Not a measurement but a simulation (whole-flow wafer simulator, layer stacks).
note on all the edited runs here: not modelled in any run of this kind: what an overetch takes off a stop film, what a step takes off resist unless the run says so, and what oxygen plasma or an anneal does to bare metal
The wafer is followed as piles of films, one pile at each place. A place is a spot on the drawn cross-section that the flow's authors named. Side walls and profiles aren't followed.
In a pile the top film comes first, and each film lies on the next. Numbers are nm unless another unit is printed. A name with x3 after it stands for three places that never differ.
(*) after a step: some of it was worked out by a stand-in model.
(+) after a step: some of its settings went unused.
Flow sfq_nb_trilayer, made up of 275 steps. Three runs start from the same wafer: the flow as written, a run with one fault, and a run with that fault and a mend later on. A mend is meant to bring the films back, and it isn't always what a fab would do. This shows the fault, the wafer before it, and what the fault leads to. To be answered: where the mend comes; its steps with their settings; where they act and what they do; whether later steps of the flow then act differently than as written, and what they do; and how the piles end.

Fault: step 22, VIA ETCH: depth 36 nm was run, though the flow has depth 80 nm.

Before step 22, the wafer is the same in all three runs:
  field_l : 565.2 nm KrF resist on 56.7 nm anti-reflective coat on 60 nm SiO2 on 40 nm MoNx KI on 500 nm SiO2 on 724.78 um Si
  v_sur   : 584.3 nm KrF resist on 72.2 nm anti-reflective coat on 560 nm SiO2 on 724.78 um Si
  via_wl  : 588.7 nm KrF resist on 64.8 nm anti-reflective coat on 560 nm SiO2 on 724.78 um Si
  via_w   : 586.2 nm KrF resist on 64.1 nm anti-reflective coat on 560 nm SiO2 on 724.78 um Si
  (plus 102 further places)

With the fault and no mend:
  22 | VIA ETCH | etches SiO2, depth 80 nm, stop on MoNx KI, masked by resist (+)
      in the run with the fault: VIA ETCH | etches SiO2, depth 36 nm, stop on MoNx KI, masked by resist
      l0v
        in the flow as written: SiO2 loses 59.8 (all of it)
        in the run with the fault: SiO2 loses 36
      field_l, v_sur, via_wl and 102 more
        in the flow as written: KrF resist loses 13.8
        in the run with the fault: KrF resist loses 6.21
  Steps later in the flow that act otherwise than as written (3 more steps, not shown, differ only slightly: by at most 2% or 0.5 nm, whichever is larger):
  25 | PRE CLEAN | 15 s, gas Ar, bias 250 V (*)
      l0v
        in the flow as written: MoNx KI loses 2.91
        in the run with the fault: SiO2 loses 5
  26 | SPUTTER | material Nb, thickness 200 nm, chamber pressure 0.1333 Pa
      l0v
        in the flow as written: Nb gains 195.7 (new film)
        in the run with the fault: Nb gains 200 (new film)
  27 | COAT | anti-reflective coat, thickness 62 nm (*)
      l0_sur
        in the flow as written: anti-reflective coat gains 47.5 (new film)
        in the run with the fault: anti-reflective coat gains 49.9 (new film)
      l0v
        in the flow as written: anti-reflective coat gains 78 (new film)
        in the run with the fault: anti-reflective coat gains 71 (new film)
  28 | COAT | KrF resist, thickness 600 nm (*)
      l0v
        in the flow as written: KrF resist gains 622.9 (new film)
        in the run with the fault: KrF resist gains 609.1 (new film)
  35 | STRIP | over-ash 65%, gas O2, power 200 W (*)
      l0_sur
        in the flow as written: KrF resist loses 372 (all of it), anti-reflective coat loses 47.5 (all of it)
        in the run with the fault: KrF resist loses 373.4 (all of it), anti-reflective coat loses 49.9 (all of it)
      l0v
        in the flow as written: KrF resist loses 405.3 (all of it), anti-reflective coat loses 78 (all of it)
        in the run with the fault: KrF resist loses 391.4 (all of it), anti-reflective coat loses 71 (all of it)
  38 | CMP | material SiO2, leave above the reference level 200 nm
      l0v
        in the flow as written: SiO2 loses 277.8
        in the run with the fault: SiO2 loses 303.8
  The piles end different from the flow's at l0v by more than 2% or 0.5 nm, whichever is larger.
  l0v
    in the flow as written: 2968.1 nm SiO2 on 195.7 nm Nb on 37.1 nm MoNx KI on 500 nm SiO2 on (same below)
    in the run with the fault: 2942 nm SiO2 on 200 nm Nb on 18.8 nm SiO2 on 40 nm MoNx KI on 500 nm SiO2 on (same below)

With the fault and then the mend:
  The mend stands after step 22.
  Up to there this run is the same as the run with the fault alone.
  22a | VIA ETCH | etches SiO2, depth 44 nm, stop on MoNx KI, masked by resist (+) (the flow's step 22 again, with other settings)
      field_l, v_sur, via_wl and 102 more
        KrF resist loses 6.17
      l0v
        SiO2 loses 23.8 (all of it)
  None of the later steps of the flow differs from how it acts as written, at any place that is followed, by more than 2% or 0.5 nm, whichever is larger.
  The piles end the same as the flow's at every place that both follow.
